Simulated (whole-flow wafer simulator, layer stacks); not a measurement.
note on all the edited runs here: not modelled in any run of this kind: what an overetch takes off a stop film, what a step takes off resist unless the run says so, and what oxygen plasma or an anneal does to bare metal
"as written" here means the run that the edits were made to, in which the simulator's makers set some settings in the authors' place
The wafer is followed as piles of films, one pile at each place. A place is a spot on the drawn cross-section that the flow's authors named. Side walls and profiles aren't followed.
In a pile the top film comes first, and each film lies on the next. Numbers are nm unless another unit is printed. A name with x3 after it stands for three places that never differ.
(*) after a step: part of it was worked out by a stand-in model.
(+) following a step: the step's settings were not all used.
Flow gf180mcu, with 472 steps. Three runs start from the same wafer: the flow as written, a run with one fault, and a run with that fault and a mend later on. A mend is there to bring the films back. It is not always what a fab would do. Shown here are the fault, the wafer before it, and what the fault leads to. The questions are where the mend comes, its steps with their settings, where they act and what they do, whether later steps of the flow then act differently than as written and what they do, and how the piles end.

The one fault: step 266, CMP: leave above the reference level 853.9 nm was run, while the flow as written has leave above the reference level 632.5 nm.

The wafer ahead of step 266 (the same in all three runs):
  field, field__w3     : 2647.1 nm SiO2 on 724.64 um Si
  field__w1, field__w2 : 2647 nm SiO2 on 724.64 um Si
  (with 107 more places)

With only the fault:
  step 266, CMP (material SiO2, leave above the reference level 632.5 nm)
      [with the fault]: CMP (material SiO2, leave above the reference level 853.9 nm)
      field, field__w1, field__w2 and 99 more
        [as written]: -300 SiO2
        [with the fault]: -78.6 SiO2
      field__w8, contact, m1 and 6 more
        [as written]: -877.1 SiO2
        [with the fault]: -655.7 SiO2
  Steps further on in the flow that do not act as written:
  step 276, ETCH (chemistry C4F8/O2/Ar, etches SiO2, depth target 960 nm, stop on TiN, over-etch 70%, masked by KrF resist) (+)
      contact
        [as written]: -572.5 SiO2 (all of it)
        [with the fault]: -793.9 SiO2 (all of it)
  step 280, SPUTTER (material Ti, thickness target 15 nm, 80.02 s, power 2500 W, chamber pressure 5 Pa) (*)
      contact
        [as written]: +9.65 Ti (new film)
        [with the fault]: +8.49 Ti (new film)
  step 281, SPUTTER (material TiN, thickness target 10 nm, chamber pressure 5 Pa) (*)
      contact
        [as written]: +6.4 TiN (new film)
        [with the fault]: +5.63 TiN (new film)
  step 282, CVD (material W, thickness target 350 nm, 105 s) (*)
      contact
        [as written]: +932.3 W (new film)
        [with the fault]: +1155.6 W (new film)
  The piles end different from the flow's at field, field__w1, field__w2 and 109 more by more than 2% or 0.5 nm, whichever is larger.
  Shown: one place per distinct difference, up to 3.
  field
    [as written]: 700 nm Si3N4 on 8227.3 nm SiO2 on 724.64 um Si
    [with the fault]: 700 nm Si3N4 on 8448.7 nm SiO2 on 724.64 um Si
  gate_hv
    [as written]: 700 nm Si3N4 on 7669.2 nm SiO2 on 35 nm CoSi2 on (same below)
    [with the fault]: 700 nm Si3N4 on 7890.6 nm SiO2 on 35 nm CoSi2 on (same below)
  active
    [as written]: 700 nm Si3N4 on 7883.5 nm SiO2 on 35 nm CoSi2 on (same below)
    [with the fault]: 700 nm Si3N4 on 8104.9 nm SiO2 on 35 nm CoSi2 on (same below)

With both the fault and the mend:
  After step 266 comes the mend.
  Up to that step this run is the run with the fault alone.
  step 266a, CMP (material SiO2, leave above the reference level 632.5 nm) (a further turn of the flow's step 266)
      field, field__w1, field__w2 and 108 more
        -221.4 SiO2
  None of the later steps of the flow acts differently than as written at any place that is followed.
  The piles end the same as the flow's at every place that both follow.
